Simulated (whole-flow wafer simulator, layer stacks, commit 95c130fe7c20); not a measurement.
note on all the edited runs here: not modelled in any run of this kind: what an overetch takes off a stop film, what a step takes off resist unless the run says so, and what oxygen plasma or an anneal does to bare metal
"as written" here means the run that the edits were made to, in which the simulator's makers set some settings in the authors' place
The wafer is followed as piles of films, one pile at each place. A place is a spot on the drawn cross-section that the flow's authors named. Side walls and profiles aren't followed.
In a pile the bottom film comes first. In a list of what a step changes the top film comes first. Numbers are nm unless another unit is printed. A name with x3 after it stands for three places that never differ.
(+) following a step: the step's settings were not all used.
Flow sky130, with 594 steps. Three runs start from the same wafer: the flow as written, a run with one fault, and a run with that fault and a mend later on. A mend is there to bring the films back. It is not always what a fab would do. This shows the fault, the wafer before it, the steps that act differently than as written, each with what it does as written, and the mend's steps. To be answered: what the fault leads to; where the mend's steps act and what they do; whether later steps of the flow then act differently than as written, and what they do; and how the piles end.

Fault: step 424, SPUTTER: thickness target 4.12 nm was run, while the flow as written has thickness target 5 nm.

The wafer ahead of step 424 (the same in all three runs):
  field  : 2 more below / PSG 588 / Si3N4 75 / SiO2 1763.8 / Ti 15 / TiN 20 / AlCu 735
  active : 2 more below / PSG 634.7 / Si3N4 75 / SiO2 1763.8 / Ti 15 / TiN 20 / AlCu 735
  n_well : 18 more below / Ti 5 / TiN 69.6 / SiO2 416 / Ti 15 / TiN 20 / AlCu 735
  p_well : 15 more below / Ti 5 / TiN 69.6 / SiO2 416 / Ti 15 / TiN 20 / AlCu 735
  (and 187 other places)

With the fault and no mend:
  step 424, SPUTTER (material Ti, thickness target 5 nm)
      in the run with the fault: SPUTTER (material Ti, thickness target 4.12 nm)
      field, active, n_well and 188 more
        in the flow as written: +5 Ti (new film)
        in the run with the fault: +4.12 Ti (new film)
  Steps later in the flow that act otherwise than as written (not shown: 15 more steps that differ only slightly, by at most 2% or 0.5 nm, whichever is larger):
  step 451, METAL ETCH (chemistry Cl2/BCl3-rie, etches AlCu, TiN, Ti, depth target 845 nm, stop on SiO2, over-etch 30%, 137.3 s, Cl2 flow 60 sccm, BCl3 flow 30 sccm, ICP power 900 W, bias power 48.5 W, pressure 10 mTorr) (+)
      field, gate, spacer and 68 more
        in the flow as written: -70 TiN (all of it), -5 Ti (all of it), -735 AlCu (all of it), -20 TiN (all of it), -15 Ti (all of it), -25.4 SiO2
        in the run with the fault: -70 TiN (all of it), -4.12 Ti (all of it), -735 AlCu (all of it), -20 TiN (all of it), -15 Ti (all of it), -25.4 SiO2
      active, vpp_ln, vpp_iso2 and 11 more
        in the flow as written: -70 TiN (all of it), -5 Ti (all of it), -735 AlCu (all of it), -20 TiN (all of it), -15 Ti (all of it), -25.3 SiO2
        in the run with the fault: -70 TiN (all of it), -4.12 Ti (all of it), -735 AlCu (all of it), -20 TiN (all of it), -15 Ti (all of it), -25.4 SiO2
  At n_well, p_well, gate_hv and 104 more, the piles at the end differ from the flow's by more than 2% or 0.5 nm, whichever is larger.
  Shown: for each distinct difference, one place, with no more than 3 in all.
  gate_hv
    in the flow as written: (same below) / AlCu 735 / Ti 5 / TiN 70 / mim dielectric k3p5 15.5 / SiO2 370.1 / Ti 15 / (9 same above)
    in the run with the fault: (same below) / AlCu 735 / Ti 4.12 / TiN 70 / mim dielectric k3p5 15.5 / SiO2 371 / Ti 15 / (9 same above)
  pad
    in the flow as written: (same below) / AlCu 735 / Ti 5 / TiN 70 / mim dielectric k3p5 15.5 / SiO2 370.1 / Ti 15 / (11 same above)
    in the run with the fault: (same below) / AlCu 735 / Ti 4.12 / TiN 70 / mim dielectric k3p5 15.5 / SiO2 371 / Ti 15 / (11 same above)
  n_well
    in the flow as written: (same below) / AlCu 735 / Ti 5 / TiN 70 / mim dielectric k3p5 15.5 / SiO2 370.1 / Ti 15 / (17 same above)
    in the run with the fault: (same below) / AlCu 735 / Ti 4.12 / TiN 70 / mim dielectric k3p5 15.5 / SiO2 371 / Ti 15 / (17 same above)

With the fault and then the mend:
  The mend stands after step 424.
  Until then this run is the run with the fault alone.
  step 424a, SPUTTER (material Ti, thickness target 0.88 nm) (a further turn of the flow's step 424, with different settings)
      field, active, n_well and 188 more
        +0.88 Ti
  Later steps of the flow that are run all act as written at every place that is followed.
  At every place that both follow, the piles at the end match the flow's.
